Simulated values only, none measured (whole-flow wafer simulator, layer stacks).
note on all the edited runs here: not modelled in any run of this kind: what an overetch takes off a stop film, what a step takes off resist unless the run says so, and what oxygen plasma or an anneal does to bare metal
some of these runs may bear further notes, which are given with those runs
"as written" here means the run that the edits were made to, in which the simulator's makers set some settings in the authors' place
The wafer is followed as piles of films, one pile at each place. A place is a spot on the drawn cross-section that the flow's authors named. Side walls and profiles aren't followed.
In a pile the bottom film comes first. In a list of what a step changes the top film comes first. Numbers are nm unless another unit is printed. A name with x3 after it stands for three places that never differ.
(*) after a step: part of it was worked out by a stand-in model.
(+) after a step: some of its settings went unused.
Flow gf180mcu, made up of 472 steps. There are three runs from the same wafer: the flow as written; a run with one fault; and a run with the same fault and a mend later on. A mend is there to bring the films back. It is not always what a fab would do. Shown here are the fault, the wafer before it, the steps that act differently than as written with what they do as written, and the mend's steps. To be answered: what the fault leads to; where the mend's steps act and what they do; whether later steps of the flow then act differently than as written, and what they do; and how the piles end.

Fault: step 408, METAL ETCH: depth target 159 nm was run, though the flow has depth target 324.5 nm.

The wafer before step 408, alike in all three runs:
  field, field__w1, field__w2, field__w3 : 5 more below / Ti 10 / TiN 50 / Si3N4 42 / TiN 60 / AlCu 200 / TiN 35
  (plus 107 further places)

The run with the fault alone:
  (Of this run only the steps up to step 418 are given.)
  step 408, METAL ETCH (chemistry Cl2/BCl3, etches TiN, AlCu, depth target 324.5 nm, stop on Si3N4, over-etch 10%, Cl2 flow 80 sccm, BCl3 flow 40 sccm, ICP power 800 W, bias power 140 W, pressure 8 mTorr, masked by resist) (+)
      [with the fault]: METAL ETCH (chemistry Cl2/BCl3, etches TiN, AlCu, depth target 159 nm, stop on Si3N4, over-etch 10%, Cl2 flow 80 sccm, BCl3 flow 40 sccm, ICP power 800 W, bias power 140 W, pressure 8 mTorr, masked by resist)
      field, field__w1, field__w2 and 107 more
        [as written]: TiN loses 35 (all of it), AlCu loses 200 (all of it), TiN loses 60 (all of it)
        [with the fault]: TiN loses 35 (all of it), AlCu loses 124
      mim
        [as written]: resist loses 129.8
        [with the fault]: resist loses 63.6
  Steps later in the flow that act otherwise than as written:
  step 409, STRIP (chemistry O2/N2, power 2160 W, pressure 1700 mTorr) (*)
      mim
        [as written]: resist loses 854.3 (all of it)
        [with the fault]: resist loses 920.5 (all of it)
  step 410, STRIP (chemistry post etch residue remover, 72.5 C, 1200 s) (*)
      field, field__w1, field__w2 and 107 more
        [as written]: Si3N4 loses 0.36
        [with the fault]: AlCu loses 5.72
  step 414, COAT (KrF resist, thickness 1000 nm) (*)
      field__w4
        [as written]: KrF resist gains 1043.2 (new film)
        [with the fault]: KrF resist gains 1022.3 (new film)
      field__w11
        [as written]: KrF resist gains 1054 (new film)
        [with the fault]: KrF resist gains 1027.6 (new film)
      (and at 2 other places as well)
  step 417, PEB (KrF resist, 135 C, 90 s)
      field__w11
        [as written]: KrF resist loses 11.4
        [with the fault]: KrF resist loses 10.8
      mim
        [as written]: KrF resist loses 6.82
        [with the fault]: KrF resist loses 8.43
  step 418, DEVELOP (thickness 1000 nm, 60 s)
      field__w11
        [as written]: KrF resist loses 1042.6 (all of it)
        [with the fault]: KrF resist loses 1016.8 (all of it)
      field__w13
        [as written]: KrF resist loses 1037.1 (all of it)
        [with the fault]: KrF resist loses 1013.9 (all of it)
  The piles after step 418 differ from the flow's at field, field__w1, field__w2 and 109 more by more than 2% or 0.5 nm, whichever is larger.
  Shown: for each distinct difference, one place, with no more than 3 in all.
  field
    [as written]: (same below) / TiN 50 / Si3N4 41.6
    [with the fault]: (same below) / TiN 50 / Si3N4 42 / TiN 60 / AlCu 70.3
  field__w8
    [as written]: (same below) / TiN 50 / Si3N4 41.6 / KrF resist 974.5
    [with the fault]: (same below) / TiN 50 / Si3N4 42 / TiN 60 / AlCu 70.3 / KrF resist 974.5
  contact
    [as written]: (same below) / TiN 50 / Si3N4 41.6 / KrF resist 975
    [with the fault]: (same below) / TiN 50 / Si3N4 42 / TiN 60 / AlCu 70.3 / KrF resist 974.8

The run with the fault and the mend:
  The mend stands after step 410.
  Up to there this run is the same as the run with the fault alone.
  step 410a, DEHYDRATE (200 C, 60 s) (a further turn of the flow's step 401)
      alters no film at any place that is followed
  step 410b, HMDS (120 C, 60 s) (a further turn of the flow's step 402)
      alters no film at any place that is followed
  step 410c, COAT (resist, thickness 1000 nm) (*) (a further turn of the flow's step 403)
      field__w8, m1__w1, iso_ptap_pw and 39 more
        resist gains 1000 (new film)
      field_sub__w1, field_sub__w5, n_well and 6 more
        resist gains 1000.6 (new film)
      field, field_sub__w3, field_sub__w4, ld_sd_p, ld_gate_p, ld_acc_p, ld_fp_p, ld_drift_p
        resist gains 1000.9 (new film)
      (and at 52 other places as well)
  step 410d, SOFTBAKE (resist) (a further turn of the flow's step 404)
      field__w9, nplus_u
        resist loses 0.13
      field__w2
        resist gains 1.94
      field__w3
        resist gains 2.04
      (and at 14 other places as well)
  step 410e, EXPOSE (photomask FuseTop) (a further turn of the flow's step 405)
      alters no film at any place that is followed
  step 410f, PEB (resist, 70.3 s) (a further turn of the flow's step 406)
      field, field__w1, field__w5 and 97 more
        resist loses 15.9
      field__w2, field__w3, field__w7, field__w12, pplus_u, ppoly_sal
        resist loses 16
      field__w11, field__w13, ppoly_u, npoly_sal
        resist loses 16.1
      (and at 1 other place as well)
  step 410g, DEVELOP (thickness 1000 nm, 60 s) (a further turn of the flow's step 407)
      field__w8, m1__w1, iso_ptap_pw and 39 more
        resist loses 984.1 (all of it)
      field_sub__w1, field_sub__w5, n_well and 6 more
        resist loses 984.7 (all of it)
      field__w6, field_sub, ld_sd_n, ld_gate_n, ld_acc_n, ld_fp_n, ld_drift_n, ld_drn_n
        resist loses 984.9 (all of it)
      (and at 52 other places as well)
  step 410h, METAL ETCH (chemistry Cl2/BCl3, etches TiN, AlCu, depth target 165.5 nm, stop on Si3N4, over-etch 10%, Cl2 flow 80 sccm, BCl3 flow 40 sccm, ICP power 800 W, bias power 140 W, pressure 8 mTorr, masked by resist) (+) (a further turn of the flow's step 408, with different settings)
      field, field__w1, field__w2 and 107 more
        AlCu loses 70.3 (all of it), TiN loses 60 (all of it)
      mim
        resist loses 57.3
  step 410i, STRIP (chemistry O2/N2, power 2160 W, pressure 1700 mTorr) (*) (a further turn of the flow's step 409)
      mim
        resist loses 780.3 (all of it)
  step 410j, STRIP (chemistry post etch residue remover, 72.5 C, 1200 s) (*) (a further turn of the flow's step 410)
      field, field__w1, field__w2 and 107 more
        Si3N4 loses 0.36
      mim
        TiN loses 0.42
  Every later step of the flow that is run acts as written, at every place that is followed, to within 2% or 0.5 nm, whichever is larger.
  When the end is reached, the piles differ only a little from the flow's at the places that both follow, at most by 2% or 0.5 nm, whichever is larger.
